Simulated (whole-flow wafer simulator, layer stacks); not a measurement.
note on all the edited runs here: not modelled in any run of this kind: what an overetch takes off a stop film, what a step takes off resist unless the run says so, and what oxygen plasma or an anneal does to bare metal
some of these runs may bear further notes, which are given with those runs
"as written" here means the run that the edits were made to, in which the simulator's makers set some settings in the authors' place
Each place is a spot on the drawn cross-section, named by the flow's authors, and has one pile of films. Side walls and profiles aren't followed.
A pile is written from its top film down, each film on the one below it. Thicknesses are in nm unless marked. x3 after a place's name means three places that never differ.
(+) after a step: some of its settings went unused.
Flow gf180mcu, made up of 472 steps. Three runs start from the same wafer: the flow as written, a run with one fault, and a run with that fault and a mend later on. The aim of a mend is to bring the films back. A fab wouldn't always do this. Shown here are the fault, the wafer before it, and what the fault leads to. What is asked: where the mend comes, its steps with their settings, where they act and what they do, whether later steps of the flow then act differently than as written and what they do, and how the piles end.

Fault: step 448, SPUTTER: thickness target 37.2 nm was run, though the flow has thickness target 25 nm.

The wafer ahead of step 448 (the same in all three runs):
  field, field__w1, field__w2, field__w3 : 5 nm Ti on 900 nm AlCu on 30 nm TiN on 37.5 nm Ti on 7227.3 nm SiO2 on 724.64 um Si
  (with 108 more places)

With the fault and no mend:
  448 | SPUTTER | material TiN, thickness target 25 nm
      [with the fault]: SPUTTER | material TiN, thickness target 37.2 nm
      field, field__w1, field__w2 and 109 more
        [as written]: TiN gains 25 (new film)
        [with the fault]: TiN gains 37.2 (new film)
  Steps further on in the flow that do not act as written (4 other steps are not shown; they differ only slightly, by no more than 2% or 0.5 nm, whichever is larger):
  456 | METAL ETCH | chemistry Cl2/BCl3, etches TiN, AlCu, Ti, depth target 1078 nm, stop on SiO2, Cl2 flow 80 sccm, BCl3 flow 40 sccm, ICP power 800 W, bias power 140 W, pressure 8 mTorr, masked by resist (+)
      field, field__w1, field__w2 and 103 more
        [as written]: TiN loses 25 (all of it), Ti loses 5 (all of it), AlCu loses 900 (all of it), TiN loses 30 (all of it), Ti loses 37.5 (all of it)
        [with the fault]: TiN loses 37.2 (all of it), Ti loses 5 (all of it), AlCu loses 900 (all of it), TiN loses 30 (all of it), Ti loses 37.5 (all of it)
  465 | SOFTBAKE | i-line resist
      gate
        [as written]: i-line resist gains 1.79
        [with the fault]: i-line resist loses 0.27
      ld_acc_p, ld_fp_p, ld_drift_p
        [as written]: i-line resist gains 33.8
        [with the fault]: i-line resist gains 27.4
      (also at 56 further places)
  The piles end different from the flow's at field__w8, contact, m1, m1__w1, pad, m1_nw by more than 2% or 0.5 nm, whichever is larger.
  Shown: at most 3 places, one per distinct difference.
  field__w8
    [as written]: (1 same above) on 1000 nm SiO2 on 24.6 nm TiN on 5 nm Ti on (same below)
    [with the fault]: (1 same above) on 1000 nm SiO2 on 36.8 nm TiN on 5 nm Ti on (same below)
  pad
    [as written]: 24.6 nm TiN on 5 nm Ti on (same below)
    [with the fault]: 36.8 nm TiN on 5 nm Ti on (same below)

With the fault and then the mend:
  The mend follows step 448.
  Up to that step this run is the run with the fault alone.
  448a | METAL ETCH | chemistry Cl2/BCl3, etches TiN, AlCu, Ti, depth target 12.2 nm, Cl2 flow 80 sccm, BCl3 flow 40 sccm, ICP power 800 W, bias power 140 W, pressure 8 mTorr (the flow's step 260, run once more with other settings)
      field, field__w1, field__w2 and 109 more
        TiN loses 12.2
  None of the later steps of the flow acts differently than as written at any place that is followed.
  The piles end the same as the flow's at every place that both follow.
